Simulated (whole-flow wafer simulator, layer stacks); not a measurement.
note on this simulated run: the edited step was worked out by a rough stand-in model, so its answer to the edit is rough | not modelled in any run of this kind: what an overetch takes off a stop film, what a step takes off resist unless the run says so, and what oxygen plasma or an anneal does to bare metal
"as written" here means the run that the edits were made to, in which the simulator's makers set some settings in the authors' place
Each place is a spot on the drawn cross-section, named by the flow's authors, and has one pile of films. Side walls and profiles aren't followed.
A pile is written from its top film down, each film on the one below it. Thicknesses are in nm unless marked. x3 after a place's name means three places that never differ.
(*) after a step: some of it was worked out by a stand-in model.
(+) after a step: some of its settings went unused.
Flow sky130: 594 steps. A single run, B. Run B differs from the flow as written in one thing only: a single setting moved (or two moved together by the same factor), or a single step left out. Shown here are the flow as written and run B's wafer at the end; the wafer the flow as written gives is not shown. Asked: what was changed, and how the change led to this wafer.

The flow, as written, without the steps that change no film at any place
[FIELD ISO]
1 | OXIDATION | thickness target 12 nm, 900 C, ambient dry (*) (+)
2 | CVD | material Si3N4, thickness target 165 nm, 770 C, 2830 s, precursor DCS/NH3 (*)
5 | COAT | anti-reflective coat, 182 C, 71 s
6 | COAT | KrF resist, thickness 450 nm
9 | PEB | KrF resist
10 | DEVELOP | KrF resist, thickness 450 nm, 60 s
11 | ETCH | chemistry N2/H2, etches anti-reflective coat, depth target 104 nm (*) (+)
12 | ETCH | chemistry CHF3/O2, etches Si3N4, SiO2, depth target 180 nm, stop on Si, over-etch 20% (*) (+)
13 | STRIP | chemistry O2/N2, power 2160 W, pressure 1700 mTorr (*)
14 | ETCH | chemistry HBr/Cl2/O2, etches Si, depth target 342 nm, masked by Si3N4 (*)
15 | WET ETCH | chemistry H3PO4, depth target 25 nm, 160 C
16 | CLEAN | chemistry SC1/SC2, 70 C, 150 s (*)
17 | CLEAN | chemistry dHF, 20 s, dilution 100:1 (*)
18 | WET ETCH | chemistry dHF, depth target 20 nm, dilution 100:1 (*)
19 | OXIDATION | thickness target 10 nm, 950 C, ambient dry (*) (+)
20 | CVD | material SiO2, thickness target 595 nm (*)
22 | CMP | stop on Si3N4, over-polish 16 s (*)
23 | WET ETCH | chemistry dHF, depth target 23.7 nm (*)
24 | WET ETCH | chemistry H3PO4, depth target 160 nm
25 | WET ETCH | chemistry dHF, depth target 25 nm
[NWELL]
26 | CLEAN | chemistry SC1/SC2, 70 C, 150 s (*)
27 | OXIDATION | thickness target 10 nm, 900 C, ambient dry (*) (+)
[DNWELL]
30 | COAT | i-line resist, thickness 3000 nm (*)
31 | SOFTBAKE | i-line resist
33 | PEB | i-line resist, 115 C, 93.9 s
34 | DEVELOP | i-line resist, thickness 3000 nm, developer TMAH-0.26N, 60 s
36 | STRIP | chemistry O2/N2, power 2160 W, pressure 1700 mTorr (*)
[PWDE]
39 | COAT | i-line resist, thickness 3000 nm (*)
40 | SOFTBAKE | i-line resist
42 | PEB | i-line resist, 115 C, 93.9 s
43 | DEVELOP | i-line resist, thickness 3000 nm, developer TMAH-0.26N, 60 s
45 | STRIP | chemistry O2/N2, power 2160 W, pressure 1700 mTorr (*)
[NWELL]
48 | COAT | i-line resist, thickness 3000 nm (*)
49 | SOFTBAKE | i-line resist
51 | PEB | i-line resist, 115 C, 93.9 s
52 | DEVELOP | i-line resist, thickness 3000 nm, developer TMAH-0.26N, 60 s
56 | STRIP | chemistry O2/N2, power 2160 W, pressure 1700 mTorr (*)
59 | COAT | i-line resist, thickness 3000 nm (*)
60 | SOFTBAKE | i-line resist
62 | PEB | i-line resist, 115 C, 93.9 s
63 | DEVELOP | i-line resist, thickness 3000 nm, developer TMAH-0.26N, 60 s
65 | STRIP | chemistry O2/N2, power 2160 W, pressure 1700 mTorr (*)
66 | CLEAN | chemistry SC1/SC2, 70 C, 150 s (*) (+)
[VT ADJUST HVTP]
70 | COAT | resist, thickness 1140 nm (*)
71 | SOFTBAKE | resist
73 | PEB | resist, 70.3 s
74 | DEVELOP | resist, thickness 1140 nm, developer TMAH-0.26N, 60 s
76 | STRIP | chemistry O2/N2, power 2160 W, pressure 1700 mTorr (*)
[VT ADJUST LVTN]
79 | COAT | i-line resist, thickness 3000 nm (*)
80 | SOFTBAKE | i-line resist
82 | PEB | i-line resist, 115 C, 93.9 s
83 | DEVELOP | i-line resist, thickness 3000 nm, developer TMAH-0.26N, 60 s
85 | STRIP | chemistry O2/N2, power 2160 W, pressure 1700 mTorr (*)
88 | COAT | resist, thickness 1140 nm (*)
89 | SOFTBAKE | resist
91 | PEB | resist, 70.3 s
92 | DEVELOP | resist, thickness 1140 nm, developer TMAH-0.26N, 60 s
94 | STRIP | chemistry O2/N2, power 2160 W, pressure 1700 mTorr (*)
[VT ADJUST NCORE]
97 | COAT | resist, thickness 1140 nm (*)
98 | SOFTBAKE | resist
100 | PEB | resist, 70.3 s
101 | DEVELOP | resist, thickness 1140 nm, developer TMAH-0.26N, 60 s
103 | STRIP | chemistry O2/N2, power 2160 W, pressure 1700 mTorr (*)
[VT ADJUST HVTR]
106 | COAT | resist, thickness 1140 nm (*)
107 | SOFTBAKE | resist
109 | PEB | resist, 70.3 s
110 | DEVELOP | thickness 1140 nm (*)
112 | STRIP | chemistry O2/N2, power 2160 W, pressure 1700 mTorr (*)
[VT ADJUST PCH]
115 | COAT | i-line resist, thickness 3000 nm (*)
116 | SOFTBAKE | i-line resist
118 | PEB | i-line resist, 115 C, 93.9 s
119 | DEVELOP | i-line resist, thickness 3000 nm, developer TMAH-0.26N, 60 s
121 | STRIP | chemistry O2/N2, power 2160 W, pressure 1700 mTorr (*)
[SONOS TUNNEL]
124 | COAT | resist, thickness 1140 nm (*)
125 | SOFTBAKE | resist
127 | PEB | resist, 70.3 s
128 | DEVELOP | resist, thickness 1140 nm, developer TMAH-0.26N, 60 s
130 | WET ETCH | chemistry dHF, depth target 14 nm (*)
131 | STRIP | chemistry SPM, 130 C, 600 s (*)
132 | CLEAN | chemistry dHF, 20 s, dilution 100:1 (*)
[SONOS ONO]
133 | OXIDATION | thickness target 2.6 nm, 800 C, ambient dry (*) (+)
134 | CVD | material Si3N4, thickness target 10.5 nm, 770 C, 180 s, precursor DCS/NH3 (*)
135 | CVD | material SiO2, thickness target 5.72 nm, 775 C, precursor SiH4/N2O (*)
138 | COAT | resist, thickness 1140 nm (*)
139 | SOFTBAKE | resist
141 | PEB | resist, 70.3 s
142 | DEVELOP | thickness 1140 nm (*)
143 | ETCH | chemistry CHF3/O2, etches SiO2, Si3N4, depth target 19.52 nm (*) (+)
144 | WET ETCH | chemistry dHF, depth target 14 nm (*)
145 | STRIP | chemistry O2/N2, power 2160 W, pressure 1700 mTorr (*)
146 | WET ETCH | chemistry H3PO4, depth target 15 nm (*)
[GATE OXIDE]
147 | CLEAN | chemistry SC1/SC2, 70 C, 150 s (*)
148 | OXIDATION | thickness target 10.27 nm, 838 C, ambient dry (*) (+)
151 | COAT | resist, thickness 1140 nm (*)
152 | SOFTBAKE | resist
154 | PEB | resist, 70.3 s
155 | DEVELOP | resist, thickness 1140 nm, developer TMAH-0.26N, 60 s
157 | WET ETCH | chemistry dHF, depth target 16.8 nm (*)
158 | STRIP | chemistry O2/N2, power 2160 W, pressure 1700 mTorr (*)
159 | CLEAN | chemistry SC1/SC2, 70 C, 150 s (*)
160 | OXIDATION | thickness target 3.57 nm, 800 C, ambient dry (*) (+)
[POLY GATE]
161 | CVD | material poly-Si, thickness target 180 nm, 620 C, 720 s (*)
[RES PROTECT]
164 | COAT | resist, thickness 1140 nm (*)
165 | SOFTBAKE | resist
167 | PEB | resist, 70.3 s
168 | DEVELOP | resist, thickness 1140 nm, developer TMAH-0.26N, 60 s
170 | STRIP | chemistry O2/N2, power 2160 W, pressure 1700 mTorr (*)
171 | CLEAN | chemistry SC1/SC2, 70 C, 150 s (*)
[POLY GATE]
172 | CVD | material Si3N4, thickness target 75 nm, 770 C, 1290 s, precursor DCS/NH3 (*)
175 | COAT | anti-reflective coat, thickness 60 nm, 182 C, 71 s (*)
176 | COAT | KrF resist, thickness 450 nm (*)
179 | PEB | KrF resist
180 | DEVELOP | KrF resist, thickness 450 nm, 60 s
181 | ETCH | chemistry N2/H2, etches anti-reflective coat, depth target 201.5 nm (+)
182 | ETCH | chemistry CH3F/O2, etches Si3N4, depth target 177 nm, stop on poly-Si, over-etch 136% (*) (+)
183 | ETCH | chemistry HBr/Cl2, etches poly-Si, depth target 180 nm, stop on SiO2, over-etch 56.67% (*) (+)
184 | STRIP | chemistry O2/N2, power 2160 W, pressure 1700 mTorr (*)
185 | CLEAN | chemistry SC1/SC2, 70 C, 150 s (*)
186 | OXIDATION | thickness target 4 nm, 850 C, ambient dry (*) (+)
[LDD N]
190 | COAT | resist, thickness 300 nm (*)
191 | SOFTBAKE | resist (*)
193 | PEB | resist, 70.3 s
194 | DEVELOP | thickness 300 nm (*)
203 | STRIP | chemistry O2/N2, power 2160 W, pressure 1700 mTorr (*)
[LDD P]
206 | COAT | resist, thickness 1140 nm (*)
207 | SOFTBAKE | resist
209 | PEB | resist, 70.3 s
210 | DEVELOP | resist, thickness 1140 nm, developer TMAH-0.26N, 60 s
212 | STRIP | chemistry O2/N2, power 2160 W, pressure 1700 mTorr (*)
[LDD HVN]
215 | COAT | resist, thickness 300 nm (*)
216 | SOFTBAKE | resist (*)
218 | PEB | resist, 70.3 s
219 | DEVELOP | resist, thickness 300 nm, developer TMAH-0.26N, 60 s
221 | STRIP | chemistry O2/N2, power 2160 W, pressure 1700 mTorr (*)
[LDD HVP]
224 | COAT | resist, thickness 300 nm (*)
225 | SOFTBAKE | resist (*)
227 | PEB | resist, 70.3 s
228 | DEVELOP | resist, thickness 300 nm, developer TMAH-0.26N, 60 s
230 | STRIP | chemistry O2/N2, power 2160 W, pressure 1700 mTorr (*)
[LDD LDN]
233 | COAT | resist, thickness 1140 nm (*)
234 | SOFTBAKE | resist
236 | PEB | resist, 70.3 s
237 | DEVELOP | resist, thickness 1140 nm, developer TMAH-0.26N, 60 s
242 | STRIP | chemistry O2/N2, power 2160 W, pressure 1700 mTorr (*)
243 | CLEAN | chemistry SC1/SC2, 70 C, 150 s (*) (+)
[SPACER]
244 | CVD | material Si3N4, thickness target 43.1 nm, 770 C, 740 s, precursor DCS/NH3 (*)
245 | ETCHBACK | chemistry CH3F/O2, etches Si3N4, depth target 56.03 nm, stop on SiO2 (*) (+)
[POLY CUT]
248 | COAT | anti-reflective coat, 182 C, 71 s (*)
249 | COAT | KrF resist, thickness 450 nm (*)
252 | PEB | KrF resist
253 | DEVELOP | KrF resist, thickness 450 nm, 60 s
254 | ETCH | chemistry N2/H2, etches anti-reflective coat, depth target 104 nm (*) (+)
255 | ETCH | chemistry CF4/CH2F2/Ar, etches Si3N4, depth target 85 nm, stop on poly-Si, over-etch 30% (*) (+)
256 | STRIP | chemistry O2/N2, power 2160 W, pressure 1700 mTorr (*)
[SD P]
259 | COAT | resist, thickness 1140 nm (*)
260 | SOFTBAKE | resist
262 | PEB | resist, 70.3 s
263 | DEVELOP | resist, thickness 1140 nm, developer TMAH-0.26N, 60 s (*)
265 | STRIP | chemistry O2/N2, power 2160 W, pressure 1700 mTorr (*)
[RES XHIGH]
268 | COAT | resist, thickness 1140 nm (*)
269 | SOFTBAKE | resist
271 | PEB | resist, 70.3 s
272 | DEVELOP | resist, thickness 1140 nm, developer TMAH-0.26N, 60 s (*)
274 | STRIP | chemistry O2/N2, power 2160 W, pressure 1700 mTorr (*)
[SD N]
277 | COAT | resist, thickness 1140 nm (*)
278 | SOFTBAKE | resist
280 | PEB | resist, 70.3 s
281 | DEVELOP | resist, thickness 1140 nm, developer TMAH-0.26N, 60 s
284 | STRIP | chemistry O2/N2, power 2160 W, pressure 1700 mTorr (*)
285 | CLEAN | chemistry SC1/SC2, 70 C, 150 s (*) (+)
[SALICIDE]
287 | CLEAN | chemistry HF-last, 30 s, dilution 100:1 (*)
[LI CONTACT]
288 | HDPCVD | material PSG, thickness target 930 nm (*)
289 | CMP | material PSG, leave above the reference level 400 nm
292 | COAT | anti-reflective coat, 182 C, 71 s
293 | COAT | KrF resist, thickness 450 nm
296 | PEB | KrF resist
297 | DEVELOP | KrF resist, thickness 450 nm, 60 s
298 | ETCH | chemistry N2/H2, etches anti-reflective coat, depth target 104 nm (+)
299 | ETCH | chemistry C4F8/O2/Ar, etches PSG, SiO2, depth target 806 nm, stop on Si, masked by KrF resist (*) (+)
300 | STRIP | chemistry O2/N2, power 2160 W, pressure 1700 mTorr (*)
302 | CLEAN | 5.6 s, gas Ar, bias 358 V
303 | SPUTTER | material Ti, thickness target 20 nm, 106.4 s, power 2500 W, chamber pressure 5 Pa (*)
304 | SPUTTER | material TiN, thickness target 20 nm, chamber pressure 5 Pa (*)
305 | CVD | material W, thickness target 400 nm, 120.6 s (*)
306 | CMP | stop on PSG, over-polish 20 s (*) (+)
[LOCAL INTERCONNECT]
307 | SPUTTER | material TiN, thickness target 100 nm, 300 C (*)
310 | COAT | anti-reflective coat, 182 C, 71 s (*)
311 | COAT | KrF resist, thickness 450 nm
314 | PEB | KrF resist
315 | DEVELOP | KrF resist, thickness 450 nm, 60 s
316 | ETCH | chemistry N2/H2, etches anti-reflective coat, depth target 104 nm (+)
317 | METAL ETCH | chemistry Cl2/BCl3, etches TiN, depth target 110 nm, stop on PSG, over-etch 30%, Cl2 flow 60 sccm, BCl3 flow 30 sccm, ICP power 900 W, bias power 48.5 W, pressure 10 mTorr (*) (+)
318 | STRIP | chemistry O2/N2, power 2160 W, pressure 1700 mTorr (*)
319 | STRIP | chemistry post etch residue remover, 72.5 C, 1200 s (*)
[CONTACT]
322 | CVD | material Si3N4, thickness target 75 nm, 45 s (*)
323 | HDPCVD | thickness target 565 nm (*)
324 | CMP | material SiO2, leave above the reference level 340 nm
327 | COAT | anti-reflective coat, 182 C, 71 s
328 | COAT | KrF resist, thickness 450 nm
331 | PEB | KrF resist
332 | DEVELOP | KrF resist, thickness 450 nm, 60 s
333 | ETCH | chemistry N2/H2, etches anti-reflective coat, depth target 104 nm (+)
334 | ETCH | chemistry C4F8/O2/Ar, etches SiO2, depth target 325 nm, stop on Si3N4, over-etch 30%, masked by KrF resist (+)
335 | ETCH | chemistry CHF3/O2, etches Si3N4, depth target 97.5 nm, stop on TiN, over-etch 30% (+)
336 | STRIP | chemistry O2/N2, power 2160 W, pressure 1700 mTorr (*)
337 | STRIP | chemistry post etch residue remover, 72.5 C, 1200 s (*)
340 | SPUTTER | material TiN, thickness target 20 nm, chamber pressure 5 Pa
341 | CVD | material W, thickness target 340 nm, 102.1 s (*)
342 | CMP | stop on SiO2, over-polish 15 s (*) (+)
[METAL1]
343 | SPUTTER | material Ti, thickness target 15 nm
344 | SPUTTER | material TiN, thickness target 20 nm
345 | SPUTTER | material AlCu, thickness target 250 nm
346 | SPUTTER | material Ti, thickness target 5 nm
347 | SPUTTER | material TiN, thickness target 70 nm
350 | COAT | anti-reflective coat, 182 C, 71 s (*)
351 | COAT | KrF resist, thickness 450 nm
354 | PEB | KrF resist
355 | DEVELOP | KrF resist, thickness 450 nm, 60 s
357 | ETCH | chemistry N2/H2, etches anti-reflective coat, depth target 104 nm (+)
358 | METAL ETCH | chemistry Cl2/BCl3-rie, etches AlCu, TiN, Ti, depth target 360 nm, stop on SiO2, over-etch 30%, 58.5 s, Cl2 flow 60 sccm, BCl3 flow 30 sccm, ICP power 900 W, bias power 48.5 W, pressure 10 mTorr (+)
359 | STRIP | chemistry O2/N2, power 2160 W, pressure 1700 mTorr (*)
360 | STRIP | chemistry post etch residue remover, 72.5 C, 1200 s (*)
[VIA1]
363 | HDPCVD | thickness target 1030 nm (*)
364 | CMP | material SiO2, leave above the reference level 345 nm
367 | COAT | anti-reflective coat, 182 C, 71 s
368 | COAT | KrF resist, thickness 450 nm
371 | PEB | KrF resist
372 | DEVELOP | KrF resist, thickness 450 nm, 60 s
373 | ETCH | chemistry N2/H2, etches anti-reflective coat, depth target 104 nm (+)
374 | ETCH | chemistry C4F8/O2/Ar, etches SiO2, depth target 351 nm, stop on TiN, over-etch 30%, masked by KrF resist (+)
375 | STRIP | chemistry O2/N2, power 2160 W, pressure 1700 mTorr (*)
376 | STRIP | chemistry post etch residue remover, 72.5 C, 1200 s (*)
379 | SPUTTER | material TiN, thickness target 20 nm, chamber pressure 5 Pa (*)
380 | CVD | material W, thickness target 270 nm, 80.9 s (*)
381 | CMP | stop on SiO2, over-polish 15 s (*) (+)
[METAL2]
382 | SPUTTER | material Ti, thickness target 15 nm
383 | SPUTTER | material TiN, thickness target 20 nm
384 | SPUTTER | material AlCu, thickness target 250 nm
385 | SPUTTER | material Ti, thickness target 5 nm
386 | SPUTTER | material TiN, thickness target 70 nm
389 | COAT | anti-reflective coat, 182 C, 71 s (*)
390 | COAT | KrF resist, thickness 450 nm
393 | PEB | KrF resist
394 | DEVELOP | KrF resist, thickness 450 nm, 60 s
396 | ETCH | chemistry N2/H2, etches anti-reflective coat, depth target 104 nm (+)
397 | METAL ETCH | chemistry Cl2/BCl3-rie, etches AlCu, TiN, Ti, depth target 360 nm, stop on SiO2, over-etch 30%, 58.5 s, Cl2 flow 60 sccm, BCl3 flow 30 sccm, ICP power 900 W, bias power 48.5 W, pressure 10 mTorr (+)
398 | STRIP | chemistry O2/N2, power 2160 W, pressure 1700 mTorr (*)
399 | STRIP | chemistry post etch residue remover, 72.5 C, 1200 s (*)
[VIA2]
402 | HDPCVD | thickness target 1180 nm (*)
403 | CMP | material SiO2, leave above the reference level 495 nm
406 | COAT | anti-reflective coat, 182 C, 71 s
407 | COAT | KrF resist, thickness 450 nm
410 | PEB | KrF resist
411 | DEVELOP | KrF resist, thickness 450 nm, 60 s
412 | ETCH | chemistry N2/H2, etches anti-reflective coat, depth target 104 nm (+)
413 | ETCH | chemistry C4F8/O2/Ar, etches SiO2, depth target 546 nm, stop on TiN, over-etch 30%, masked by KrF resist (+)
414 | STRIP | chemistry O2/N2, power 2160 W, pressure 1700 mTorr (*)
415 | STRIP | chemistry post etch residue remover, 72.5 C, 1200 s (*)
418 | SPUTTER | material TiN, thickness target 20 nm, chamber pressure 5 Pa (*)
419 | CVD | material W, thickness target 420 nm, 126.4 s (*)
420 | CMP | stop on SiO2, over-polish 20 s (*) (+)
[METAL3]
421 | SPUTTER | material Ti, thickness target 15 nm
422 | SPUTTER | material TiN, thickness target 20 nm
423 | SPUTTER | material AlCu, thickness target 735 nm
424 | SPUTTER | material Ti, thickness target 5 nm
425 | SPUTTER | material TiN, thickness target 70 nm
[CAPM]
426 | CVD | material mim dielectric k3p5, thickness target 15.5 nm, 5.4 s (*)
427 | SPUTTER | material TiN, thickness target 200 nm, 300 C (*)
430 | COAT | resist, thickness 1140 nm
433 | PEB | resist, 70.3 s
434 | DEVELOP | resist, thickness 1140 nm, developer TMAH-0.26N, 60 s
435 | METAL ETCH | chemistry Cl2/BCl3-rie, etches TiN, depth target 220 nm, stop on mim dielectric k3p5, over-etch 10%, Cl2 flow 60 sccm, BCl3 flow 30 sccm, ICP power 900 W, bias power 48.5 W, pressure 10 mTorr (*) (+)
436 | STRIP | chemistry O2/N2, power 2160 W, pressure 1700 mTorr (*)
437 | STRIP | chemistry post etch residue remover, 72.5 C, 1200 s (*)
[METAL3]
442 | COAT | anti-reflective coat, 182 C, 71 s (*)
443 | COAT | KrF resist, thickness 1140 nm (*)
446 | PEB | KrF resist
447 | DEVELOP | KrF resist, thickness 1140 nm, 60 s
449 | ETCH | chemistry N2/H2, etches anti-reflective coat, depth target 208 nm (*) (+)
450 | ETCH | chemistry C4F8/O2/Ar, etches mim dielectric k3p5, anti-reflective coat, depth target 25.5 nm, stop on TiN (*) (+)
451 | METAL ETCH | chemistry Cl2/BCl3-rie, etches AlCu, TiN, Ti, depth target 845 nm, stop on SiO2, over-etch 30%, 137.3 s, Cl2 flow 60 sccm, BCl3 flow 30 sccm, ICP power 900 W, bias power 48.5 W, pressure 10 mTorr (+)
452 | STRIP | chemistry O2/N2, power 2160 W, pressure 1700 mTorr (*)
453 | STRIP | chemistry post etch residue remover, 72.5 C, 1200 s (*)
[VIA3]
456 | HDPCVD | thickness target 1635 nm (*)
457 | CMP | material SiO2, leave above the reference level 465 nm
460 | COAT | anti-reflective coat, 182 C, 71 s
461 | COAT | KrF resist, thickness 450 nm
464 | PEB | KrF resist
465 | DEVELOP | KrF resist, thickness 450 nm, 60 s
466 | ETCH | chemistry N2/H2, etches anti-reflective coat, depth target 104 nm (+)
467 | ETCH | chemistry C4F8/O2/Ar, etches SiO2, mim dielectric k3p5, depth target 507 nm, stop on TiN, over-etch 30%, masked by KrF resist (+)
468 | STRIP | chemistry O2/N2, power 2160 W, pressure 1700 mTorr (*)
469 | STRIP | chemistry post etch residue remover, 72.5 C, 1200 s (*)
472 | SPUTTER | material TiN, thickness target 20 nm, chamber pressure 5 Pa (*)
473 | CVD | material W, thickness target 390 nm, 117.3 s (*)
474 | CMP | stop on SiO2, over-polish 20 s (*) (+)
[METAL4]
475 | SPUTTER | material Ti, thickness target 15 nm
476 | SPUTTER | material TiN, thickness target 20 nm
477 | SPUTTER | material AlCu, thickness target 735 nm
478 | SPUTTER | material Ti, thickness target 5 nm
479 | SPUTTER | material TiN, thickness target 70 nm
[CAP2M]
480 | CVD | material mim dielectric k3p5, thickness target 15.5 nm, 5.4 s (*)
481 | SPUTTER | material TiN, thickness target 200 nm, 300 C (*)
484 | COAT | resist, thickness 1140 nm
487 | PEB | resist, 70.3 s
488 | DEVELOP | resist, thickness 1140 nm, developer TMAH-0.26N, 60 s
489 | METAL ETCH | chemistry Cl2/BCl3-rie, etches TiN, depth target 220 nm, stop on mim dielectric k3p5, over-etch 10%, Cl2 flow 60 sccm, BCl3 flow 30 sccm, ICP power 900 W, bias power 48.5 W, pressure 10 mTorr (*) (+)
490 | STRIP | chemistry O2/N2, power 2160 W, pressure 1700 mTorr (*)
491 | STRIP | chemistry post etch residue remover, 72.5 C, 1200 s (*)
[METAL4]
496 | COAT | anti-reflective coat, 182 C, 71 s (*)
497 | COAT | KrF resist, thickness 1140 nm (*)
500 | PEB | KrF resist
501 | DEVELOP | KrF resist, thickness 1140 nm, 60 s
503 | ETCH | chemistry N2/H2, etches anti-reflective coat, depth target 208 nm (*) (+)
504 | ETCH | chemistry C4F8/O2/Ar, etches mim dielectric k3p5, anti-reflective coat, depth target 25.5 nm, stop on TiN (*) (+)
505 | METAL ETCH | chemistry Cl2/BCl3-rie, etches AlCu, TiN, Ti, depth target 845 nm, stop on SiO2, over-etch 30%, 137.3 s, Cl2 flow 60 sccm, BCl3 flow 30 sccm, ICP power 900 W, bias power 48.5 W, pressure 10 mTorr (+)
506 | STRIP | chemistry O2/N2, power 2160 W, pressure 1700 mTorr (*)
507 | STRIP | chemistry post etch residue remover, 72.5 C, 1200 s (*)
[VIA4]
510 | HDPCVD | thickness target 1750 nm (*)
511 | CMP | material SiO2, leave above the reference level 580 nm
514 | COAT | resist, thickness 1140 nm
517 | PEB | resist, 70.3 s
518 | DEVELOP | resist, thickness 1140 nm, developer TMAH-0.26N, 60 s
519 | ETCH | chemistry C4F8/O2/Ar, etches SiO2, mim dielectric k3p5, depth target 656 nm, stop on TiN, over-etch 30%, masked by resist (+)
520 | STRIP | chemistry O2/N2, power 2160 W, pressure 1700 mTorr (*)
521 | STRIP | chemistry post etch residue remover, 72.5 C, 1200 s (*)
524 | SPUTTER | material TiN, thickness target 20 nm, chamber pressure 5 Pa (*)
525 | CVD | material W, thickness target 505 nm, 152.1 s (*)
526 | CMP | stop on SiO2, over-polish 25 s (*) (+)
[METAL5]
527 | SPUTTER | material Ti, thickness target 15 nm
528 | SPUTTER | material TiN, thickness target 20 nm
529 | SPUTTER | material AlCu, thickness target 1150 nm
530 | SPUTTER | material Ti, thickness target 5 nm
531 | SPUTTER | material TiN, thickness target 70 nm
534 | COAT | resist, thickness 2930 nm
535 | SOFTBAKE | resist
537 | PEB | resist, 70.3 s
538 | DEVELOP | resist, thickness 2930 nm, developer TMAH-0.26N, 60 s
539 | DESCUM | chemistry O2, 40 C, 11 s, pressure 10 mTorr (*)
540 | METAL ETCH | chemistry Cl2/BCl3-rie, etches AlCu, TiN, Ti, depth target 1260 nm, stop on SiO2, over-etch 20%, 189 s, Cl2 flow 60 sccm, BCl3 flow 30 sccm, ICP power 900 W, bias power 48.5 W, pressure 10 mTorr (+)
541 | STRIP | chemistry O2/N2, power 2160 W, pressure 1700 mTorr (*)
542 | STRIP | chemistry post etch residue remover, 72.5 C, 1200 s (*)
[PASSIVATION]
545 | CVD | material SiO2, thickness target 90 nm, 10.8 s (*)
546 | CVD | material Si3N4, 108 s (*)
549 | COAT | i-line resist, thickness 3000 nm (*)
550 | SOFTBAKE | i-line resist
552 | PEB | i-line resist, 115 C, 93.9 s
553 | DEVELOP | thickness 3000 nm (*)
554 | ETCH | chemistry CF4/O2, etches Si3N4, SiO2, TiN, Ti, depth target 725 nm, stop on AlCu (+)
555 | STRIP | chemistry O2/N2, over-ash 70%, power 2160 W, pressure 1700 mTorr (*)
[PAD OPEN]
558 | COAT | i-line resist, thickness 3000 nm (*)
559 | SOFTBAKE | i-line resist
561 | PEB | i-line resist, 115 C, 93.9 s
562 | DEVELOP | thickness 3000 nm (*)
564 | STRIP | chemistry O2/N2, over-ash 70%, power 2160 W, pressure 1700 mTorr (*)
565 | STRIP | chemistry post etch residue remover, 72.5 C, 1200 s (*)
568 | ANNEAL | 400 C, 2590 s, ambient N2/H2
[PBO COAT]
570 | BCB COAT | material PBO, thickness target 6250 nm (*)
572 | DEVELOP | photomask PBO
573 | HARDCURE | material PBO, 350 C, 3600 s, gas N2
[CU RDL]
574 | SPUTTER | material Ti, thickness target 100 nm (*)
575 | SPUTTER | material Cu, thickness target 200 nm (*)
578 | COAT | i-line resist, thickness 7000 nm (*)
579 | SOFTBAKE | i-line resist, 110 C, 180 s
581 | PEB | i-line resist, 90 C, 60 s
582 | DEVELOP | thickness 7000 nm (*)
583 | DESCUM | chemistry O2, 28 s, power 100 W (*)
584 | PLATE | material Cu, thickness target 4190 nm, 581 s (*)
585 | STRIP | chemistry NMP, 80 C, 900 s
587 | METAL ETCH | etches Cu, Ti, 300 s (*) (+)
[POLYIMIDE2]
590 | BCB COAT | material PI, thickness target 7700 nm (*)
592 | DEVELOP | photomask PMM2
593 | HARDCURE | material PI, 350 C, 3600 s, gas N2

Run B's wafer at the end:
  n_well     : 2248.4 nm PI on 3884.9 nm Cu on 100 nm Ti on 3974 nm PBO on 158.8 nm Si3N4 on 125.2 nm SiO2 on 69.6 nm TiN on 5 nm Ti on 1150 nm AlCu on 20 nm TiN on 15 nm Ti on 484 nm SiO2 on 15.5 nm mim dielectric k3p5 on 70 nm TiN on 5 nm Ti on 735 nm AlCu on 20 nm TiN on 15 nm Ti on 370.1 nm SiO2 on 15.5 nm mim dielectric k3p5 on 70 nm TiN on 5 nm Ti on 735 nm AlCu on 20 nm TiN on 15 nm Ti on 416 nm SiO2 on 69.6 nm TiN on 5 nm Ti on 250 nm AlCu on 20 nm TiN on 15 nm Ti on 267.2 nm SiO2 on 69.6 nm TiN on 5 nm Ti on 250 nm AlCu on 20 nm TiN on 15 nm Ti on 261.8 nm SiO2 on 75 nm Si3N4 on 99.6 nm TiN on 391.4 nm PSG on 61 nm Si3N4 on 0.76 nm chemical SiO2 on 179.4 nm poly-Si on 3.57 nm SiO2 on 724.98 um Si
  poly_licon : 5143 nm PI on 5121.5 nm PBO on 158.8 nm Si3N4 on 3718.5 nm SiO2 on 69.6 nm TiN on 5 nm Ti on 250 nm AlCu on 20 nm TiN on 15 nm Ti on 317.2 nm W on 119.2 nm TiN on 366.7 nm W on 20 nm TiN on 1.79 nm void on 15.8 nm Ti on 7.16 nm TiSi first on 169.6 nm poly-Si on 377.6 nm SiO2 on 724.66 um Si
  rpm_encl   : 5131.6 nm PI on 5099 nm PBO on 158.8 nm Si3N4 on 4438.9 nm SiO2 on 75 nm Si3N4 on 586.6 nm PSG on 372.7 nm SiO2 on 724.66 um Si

What caused this: step 575, SPUTTER: thickness target 85 nm was run, whereas the flow has thickness target 200 nm.

How this came from the change, step by step:
  575 | SPUTTER | material Cu, thickness target 200 nm (*)
      field, active, n_well and 190 more: Cu gains 85 (new film) (in the flow as written it would be: Cu gains 200 (new film))
  587 | METAL ETCH | etches Cu, Ti, 300 s (*) (+)
      field, active, gate and 167 more: Cu loses 85 (all of it), Ti loses 100 (all of it) (in the flow as written it would be: Cu loses 200 (all of it), Ti loses 100 (all of it))
  590 | BCB COAT | material PI, thickness target 7700 nm (*)
      n_well, p_well, sd_n, sd_p: PI gains 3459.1 (new film) (in the flow as written it would be: PI gains 3344.1 (new film))
      mim: PI gains 3780.3 (new film) (in the flow as written it would be: PI gains 3670.5 (new film))
      (as well as at 14 more places)
  593 | HARDCURE | material PI, 350 C, 3600 s, gas N2
      n_well, p_well, sd_n, sd_p: PI loses 1210.7 (in the flow as written it would be: PI loses 1170.4)
